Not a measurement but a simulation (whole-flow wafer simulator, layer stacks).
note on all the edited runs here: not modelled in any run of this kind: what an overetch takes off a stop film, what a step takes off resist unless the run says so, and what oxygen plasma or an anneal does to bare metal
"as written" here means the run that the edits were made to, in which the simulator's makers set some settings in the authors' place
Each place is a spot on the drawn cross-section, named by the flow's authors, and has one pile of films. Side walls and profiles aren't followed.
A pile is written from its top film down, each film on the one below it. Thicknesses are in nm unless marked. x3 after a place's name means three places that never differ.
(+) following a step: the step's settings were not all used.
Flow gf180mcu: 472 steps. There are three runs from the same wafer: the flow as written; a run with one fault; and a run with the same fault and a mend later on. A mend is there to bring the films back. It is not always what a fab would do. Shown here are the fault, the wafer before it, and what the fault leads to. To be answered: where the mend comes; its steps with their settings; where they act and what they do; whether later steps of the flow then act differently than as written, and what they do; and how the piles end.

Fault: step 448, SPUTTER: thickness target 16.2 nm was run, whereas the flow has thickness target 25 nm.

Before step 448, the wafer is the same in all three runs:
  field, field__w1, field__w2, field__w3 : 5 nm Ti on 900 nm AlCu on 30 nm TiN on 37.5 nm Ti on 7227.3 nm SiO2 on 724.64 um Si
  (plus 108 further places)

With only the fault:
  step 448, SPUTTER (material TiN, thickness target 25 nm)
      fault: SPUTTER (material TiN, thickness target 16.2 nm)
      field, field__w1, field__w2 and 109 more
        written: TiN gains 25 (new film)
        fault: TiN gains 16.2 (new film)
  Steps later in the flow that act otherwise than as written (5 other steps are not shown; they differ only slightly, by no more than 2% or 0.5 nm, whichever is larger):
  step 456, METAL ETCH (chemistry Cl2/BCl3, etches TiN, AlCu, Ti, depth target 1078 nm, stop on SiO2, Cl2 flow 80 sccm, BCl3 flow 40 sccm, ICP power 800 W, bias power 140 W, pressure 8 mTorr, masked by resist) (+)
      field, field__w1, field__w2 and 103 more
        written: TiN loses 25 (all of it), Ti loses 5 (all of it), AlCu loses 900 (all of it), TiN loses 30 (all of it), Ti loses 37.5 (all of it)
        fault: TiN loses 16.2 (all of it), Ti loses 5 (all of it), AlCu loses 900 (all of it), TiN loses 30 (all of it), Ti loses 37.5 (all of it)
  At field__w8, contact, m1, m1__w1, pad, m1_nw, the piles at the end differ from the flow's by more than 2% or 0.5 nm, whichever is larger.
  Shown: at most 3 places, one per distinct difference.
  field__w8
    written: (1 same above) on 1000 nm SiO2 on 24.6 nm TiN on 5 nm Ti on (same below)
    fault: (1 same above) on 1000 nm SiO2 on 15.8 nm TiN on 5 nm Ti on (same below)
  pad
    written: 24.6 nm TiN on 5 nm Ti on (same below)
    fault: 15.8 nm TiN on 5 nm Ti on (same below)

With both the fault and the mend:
  The mend follows step 448.
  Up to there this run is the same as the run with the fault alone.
  step 448a, SPUTTER (material TiN, thickness target 8.8 nm) (a further turn of the flow's step 448, with different settings)
      field, field__w1, field__w2 and 109 more
        TiN gains 8.8
  Every later step of the flow that is run acts as written at every place that is followed.
  At every place that both follow, the piles at the end match the flow's.
